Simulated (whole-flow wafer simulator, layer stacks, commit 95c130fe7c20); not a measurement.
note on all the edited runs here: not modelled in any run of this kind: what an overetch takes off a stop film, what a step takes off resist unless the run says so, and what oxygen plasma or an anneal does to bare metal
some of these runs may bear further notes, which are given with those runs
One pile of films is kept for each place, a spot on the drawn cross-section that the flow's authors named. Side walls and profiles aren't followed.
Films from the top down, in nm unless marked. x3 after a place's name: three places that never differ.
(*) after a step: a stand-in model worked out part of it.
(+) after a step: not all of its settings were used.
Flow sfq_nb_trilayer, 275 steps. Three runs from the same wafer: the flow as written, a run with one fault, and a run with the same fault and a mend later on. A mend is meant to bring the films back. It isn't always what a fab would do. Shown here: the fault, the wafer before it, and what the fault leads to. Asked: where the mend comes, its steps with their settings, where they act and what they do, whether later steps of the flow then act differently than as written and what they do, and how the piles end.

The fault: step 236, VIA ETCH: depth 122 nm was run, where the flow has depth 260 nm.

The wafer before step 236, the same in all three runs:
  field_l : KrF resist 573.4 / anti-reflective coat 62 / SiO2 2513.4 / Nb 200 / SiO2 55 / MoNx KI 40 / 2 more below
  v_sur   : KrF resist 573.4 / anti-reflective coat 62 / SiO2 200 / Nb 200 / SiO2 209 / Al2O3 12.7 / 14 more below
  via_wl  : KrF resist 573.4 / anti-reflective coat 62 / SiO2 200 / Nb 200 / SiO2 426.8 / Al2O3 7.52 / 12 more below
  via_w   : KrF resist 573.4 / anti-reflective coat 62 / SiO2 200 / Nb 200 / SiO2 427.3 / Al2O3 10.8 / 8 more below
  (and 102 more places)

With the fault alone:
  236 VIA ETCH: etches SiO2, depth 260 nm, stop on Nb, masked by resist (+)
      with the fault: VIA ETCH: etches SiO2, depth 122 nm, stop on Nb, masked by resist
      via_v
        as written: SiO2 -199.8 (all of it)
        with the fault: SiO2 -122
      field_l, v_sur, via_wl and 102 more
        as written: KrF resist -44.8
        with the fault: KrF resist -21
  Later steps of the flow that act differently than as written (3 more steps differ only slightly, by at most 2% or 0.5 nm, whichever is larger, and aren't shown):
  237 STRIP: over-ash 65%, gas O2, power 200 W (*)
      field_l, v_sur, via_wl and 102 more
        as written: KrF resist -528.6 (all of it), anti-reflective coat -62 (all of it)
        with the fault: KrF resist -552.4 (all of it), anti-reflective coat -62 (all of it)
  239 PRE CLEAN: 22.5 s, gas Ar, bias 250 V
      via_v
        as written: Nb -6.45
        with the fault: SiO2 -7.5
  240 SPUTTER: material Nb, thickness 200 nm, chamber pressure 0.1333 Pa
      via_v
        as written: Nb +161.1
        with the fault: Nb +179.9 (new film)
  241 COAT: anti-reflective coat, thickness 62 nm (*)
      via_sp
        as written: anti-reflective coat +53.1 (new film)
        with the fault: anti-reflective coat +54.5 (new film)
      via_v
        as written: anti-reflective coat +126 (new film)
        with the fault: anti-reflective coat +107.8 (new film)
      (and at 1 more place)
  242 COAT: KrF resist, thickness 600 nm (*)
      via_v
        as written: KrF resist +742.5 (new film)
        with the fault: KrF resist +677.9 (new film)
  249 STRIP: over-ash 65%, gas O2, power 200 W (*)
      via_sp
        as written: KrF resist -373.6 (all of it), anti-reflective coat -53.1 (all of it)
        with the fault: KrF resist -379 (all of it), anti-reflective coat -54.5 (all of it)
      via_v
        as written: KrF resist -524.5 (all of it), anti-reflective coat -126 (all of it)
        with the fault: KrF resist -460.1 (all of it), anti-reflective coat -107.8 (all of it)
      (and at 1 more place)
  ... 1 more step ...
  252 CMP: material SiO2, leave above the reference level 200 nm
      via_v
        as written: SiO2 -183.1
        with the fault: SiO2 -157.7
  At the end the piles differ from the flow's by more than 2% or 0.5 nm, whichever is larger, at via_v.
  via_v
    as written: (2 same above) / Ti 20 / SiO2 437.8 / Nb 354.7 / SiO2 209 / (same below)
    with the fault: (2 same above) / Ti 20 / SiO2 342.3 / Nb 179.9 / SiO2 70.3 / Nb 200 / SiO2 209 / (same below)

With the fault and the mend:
  The mend comes after step 236.
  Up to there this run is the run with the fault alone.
  236a VIA ETCH: etches SiO2, depth 138 nm, stop on Nb, masked by resist (+) (the flow's step 236 once more, with other settings)
      field_l, v_sur, via_wl and 102 more
        KrF resist -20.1
      via_v
        SiO2 -77.8 (all of it)
  No later step of the flow acts differently than as written, at any place that is followed, by more than 2% or 0.5 nm, whichever is larger.
  At the end the piles are the same as the flow's at every place that both follow.
